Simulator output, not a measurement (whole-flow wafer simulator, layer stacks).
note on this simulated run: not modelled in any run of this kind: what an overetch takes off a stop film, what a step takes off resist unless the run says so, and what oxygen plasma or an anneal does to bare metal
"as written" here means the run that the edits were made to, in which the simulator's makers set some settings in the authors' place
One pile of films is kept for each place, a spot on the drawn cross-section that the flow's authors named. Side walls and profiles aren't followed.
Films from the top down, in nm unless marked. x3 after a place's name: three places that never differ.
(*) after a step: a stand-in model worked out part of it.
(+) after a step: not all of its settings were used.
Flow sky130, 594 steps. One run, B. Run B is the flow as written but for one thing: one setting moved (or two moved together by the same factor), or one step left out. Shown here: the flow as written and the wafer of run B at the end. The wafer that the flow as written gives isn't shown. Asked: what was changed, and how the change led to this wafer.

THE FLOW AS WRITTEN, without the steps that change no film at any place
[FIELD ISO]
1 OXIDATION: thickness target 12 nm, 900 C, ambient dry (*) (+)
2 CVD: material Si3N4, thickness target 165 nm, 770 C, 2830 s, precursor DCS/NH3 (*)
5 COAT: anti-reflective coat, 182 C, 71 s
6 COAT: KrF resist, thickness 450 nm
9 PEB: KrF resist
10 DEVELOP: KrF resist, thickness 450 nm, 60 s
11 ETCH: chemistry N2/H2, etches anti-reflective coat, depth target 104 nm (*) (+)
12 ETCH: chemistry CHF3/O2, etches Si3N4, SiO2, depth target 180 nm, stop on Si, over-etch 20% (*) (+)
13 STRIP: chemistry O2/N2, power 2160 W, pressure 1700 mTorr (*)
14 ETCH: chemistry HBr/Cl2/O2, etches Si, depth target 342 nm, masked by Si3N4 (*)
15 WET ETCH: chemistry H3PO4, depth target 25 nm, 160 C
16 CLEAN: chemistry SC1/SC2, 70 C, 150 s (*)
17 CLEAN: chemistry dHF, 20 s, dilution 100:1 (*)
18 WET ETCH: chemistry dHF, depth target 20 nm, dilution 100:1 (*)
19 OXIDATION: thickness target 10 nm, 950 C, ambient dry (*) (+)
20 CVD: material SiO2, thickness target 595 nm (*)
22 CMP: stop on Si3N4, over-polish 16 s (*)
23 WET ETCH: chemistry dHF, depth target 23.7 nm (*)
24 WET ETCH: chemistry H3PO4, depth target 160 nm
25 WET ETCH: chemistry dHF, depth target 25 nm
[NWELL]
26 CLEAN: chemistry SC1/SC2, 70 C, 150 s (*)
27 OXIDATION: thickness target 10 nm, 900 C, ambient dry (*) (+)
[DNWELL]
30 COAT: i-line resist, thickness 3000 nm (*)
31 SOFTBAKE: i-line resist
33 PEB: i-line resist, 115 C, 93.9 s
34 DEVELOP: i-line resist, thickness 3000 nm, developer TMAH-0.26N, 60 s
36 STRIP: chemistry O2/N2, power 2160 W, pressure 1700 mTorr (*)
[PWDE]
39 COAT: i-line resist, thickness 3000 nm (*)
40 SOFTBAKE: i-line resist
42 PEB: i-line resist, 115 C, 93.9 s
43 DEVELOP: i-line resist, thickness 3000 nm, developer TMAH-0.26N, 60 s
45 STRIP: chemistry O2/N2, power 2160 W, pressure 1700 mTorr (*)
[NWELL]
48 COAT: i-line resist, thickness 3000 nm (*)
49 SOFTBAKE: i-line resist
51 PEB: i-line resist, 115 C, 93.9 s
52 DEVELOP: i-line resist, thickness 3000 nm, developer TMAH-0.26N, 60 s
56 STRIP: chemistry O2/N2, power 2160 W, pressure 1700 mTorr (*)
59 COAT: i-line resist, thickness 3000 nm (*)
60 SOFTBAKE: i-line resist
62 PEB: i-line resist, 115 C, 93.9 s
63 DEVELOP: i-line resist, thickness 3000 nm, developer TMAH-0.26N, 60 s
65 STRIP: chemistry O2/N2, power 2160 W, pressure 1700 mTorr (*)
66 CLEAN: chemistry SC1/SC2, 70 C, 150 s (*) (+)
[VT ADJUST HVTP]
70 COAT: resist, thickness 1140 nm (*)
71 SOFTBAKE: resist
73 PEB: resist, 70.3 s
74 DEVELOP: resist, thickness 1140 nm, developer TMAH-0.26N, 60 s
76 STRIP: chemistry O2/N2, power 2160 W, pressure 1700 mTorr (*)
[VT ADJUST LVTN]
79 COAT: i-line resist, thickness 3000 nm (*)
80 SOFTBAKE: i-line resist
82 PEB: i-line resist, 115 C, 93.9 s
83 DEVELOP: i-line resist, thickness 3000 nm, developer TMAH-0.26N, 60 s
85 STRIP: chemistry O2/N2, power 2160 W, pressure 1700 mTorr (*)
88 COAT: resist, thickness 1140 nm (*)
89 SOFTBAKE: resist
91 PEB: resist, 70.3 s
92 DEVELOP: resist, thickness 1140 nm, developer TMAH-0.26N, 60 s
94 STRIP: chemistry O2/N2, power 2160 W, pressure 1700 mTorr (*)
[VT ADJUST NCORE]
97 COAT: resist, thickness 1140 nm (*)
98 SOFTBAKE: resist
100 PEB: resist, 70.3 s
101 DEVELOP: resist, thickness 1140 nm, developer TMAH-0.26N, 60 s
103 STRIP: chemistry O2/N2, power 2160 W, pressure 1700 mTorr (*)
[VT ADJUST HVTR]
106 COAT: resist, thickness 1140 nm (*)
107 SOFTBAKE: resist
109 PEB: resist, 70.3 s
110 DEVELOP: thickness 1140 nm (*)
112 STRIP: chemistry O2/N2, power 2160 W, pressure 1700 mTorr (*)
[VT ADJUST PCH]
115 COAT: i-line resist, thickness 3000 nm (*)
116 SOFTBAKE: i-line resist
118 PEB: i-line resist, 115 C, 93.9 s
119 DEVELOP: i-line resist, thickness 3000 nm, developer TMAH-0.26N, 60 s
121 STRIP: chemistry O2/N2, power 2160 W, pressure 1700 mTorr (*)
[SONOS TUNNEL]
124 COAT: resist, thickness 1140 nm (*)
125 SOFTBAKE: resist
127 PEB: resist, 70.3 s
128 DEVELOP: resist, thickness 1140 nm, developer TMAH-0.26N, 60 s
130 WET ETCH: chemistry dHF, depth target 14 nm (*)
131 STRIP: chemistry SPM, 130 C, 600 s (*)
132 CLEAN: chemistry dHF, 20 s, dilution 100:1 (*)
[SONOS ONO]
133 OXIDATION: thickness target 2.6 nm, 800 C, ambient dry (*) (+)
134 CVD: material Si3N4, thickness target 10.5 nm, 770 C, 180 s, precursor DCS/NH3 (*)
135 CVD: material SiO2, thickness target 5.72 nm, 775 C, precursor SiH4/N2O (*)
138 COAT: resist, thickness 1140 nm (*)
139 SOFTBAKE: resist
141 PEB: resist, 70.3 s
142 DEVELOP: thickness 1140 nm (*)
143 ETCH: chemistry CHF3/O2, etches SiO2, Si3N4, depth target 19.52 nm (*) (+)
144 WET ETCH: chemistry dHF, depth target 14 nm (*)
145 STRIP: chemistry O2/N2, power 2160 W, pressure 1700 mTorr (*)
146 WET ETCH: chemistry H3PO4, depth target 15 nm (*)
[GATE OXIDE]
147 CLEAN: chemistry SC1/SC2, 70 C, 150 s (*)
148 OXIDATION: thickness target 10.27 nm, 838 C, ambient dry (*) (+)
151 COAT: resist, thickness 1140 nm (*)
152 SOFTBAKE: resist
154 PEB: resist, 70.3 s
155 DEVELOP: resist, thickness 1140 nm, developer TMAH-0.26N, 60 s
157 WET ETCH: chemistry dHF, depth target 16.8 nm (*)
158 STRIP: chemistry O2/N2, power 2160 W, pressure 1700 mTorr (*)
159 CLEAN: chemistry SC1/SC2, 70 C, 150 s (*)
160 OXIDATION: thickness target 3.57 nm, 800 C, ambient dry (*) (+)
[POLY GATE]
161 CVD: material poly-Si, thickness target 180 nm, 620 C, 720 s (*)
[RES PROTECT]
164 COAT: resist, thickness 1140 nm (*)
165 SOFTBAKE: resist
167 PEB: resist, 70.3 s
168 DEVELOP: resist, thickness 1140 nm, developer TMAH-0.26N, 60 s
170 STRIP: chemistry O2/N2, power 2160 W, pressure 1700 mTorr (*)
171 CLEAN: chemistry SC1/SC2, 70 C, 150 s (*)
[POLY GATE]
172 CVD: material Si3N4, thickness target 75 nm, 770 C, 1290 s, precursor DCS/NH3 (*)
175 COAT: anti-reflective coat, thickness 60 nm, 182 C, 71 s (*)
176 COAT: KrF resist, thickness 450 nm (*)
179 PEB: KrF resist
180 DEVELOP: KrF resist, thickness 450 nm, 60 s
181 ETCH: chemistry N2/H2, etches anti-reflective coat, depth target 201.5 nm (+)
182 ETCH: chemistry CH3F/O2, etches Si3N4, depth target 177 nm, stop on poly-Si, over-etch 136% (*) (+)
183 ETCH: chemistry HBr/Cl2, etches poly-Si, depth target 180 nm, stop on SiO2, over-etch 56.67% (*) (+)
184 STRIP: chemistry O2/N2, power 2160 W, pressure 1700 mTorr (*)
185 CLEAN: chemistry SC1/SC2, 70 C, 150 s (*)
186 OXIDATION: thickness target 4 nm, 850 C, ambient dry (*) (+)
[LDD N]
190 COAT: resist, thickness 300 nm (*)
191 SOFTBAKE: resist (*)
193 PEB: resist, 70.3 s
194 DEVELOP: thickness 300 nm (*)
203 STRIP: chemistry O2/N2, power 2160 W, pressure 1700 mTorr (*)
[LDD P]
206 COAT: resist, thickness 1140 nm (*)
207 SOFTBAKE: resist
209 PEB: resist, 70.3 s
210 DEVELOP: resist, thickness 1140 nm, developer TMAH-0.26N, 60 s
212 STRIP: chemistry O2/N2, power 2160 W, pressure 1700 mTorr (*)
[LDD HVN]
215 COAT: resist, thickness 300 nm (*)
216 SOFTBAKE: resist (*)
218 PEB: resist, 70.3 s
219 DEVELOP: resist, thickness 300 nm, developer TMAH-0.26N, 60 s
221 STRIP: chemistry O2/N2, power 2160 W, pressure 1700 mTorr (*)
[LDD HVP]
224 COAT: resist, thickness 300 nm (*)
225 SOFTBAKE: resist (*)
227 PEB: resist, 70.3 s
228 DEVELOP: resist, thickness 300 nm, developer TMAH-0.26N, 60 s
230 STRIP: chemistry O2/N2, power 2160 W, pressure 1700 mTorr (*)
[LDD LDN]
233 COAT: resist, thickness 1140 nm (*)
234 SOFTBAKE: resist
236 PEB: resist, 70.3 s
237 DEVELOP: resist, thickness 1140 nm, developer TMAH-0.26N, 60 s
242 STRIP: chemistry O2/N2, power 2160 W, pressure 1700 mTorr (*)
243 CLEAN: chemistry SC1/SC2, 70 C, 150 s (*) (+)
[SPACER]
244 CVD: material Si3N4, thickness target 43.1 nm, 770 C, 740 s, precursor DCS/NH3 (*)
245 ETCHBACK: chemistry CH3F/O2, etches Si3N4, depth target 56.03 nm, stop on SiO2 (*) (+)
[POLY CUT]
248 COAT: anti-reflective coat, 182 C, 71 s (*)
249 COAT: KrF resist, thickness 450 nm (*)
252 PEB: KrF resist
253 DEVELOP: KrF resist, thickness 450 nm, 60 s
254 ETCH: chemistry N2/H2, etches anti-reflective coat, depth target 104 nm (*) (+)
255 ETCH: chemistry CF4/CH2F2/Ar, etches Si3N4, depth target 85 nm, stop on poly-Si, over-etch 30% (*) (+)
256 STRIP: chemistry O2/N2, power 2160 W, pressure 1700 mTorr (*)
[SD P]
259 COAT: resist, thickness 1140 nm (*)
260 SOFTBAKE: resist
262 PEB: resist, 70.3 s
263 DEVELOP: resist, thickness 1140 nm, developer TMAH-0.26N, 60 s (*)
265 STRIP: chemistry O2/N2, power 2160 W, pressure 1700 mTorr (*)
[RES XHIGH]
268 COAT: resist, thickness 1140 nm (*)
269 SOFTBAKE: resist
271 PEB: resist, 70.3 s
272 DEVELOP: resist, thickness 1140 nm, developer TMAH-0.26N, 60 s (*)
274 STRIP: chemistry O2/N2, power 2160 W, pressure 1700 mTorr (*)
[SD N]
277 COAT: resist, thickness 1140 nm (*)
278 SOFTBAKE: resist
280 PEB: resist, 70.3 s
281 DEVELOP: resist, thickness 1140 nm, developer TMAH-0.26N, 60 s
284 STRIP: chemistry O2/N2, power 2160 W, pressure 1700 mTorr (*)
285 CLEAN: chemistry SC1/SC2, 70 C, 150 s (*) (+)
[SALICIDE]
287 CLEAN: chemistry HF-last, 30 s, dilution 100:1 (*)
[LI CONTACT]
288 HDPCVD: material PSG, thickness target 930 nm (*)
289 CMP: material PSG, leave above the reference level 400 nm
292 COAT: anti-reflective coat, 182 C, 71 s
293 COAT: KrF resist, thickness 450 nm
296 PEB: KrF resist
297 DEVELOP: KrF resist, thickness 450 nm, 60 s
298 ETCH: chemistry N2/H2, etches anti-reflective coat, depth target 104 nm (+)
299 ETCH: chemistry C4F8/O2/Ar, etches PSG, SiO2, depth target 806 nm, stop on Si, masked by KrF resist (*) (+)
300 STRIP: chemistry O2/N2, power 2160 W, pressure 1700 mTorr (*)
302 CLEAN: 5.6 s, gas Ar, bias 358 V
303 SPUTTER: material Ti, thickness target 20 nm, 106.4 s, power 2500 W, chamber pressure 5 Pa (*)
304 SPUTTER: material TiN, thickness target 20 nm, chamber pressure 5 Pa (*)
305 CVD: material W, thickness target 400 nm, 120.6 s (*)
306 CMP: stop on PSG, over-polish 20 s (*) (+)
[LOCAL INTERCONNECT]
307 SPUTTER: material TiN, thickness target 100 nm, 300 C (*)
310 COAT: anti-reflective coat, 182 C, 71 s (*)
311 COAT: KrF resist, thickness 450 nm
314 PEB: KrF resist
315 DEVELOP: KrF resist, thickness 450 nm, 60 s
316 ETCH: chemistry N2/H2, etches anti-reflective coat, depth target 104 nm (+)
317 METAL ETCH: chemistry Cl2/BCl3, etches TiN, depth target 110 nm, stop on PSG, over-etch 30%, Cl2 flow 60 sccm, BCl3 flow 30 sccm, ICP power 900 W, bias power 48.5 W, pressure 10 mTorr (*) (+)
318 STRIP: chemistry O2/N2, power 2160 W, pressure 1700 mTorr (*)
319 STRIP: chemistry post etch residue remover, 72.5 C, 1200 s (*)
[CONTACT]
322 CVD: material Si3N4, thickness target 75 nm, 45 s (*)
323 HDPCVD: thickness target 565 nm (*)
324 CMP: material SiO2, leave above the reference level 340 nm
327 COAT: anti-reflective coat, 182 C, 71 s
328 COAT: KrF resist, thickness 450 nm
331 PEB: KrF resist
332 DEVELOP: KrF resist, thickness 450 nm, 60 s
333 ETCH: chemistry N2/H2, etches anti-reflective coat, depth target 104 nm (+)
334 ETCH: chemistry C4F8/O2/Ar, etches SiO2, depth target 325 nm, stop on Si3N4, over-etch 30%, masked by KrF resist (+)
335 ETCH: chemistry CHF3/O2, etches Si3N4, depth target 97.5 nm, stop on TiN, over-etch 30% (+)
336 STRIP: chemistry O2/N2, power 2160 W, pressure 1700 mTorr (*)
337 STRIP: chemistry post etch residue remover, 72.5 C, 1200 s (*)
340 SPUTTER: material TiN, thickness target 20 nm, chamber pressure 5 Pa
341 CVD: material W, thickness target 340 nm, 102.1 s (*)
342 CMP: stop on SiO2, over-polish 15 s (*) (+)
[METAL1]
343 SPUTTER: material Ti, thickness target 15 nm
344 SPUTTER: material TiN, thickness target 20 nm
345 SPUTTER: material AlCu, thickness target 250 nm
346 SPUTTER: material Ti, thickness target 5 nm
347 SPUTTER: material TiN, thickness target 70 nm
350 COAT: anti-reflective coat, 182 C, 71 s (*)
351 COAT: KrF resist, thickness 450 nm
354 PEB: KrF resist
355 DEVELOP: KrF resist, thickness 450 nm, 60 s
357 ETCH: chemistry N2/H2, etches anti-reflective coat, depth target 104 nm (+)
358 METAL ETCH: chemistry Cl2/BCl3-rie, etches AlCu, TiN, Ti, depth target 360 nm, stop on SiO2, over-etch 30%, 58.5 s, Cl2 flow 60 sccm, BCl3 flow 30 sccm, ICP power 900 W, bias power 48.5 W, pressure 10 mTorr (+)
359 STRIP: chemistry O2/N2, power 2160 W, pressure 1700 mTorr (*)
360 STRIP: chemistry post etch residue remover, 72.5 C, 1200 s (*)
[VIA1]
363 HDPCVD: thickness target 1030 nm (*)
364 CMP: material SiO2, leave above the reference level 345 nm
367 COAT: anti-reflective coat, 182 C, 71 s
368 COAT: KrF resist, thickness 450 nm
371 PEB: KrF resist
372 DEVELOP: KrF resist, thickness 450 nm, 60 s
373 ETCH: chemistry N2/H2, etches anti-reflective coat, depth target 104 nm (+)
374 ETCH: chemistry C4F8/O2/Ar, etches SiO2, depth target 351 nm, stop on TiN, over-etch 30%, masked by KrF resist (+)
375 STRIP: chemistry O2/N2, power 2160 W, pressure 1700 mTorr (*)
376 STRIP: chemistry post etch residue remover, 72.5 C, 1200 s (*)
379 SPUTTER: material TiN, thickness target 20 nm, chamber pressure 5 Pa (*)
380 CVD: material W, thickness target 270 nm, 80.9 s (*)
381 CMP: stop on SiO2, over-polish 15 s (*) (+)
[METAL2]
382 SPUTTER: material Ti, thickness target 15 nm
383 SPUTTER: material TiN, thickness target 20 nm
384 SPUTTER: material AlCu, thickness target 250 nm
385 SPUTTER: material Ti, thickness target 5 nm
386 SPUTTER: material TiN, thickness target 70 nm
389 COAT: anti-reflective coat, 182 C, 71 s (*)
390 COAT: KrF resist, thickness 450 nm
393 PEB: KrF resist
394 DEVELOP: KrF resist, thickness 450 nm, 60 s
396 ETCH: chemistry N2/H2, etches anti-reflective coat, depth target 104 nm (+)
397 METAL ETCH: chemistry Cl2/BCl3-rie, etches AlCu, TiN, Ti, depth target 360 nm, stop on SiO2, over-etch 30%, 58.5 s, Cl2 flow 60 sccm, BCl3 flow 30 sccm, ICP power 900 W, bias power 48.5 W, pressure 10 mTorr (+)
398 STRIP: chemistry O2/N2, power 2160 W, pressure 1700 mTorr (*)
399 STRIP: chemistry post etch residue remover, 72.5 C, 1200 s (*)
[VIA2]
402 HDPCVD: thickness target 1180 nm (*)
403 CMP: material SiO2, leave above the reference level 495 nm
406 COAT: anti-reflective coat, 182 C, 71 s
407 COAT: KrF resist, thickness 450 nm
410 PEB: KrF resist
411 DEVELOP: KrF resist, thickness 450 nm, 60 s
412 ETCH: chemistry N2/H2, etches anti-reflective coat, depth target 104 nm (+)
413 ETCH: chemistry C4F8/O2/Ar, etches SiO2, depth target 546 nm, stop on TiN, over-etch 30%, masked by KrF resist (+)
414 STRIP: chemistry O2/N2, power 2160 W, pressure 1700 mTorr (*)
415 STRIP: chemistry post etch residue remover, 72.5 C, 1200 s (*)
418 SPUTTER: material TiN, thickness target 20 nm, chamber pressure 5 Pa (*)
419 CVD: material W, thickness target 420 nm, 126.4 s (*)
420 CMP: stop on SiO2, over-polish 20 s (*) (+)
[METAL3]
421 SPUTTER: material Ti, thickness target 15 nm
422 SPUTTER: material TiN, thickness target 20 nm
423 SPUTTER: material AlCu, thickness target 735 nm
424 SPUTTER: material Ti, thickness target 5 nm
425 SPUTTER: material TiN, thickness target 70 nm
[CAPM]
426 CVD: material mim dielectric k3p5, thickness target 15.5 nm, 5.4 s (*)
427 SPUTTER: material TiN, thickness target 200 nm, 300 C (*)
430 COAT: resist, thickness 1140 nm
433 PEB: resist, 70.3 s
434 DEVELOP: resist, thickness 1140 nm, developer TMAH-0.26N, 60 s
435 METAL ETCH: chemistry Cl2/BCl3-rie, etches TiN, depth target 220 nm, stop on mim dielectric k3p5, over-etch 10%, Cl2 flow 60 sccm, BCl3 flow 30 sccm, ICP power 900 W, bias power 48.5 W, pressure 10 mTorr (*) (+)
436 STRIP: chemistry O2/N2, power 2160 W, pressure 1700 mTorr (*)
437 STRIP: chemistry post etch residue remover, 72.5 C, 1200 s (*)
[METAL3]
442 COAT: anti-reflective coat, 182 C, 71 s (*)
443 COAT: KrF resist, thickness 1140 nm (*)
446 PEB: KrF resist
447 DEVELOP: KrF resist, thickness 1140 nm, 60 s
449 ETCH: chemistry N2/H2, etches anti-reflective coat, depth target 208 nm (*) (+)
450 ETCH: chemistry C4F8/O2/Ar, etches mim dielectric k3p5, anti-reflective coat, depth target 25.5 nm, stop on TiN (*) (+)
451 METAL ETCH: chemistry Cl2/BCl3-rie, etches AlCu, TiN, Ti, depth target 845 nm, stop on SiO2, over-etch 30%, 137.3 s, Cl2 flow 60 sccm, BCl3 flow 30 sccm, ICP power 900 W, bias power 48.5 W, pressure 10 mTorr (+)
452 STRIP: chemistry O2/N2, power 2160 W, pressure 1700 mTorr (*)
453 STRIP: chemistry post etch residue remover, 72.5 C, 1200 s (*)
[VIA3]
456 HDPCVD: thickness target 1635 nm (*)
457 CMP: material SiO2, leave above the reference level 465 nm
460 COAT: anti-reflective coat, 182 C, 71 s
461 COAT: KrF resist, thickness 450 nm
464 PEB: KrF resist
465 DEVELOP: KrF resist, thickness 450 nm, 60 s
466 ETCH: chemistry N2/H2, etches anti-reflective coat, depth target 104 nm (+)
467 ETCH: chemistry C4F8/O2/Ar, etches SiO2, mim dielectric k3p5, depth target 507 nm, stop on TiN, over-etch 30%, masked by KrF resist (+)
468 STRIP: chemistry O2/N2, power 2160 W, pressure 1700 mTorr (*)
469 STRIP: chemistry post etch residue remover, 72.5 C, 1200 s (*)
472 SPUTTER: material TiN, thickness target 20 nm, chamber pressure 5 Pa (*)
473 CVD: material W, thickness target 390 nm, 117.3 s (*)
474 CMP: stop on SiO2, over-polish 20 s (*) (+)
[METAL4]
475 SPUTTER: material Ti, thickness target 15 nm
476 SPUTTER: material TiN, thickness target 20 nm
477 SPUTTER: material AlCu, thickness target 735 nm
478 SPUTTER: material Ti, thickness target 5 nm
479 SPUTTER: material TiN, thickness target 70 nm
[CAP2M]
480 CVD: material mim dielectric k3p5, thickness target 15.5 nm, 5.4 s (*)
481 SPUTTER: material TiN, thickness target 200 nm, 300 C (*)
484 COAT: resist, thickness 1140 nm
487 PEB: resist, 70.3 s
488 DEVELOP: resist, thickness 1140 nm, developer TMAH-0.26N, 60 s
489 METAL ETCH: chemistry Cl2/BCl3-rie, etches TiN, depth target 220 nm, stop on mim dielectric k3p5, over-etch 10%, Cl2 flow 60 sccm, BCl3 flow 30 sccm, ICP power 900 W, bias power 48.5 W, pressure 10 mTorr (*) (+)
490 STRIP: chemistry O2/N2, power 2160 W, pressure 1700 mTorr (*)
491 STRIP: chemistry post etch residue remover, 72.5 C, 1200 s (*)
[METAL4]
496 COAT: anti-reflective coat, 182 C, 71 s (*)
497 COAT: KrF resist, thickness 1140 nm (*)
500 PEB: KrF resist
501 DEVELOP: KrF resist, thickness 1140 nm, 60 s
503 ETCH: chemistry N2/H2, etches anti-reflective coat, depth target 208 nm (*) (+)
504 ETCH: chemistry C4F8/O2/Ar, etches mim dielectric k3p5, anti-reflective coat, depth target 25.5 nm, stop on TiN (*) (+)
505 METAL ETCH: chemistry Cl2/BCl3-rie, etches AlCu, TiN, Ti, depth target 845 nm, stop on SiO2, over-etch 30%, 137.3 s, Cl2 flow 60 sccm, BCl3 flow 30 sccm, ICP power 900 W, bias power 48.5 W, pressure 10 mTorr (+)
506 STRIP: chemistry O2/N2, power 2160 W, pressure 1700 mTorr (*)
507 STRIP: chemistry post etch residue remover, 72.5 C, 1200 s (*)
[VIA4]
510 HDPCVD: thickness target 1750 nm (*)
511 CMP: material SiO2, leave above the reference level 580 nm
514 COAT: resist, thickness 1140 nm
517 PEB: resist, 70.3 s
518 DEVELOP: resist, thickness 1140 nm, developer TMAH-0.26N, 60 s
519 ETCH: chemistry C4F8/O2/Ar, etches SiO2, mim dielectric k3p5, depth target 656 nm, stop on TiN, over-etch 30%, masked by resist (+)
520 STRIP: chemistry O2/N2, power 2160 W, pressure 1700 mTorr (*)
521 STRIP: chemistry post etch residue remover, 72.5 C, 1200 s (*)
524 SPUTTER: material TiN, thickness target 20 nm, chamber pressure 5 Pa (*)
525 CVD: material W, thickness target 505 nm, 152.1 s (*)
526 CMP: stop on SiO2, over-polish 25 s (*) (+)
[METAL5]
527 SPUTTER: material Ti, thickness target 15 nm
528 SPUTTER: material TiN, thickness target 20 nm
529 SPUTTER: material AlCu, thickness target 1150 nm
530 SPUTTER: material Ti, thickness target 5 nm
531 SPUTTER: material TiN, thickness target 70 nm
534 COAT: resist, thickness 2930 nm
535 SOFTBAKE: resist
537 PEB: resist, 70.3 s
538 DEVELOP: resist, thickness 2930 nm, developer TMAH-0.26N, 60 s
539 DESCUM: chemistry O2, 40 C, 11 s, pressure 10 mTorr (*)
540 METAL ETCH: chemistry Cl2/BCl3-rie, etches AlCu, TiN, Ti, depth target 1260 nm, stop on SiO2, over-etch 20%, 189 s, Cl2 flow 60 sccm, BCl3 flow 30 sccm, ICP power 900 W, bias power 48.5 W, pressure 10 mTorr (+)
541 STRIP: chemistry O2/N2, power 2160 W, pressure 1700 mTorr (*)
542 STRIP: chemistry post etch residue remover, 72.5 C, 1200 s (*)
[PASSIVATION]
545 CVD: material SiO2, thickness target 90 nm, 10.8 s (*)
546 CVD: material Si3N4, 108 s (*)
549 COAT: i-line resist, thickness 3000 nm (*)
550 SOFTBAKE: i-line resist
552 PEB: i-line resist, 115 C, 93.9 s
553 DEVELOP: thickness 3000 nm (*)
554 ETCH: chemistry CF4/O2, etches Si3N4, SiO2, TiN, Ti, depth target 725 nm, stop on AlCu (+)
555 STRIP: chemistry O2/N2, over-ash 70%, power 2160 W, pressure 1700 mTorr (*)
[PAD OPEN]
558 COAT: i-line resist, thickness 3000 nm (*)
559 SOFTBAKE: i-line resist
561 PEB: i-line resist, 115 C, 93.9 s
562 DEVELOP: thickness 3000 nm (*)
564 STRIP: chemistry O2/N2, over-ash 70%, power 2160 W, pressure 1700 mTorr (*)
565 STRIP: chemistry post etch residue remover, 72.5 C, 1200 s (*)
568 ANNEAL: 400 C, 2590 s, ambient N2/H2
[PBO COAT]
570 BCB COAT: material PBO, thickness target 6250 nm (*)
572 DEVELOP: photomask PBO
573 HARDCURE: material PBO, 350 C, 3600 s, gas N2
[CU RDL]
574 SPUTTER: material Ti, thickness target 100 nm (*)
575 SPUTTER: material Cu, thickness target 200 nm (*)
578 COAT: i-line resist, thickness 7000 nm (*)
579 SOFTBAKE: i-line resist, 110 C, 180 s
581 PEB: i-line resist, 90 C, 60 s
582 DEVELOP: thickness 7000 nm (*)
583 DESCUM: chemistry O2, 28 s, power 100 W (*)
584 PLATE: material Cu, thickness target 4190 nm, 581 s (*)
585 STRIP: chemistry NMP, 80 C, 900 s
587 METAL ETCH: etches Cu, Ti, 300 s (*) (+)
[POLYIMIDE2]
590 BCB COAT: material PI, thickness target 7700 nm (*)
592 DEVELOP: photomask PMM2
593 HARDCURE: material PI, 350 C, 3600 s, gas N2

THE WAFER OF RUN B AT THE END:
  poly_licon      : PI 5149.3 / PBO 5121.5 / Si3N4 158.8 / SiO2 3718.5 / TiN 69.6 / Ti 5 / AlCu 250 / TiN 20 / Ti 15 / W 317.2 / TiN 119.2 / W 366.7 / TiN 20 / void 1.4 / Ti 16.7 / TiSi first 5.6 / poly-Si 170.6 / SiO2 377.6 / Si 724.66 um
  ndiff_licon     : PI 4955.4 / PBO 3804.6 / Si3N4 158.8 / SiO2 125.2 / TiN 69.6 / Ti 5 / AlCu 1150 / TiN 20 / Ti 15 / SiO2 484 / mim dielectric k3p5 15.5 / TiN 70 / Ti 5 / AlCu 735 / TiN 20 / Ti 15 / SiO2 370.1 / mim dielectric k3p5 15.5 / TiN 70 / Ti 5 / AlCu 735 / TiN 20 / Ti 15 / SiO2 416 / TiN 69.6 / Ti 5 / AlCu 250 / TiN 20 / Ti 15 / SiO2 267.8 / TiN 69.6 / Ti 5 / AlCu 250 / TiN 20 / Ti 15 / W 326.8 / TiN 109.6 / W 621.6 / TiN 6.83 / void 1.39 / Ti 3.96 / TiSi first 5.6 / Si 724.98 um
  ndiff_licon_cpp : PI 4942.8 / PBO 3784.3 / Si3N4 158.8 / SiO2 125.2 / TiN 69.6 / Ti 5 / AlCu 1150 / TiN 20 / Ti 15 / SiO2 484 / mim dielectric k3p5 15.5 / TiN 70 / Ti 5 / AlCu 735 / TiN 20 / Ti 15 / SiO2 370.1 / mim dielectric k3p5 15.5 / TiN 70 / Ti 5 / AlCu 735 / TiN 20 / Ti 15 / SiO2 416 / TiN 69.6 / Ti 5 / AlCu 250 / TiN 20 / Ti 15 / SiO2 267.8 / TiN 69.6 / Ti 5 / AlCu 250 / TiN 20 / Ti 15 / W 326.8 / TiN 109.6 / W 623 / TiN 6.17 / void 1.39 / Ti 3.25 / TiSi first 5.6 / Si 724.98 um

The cause: step 568, ANNEAL: 1101 s was run, where the flow has 2590 s.

How the change led to this, step by step:
  568 ANNEAL: 400 C, 2590 s, ambient N2/H2
      poly_licon, rpo_hd_licon: under 11 films: void +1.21 (new film), Ti -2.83, TiSi first +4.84 (new film), poly-Si -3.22 (as written it would be: under 11 films: void +1.65 (new film), Ti -3.85, TiSi first +6.58 (new film), poly-Si -4.38)
      ndiff_licon, ndiff_licon_cpp: under 37 films: void +1.2 (new film), Ti -2.83, TiSi first +4.84 (new film), Si -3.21 (as written it would be: under 37 films: void +1.63 (new film), Ti -3.85, TiSi first +6.58 (new film), Si -4.36)
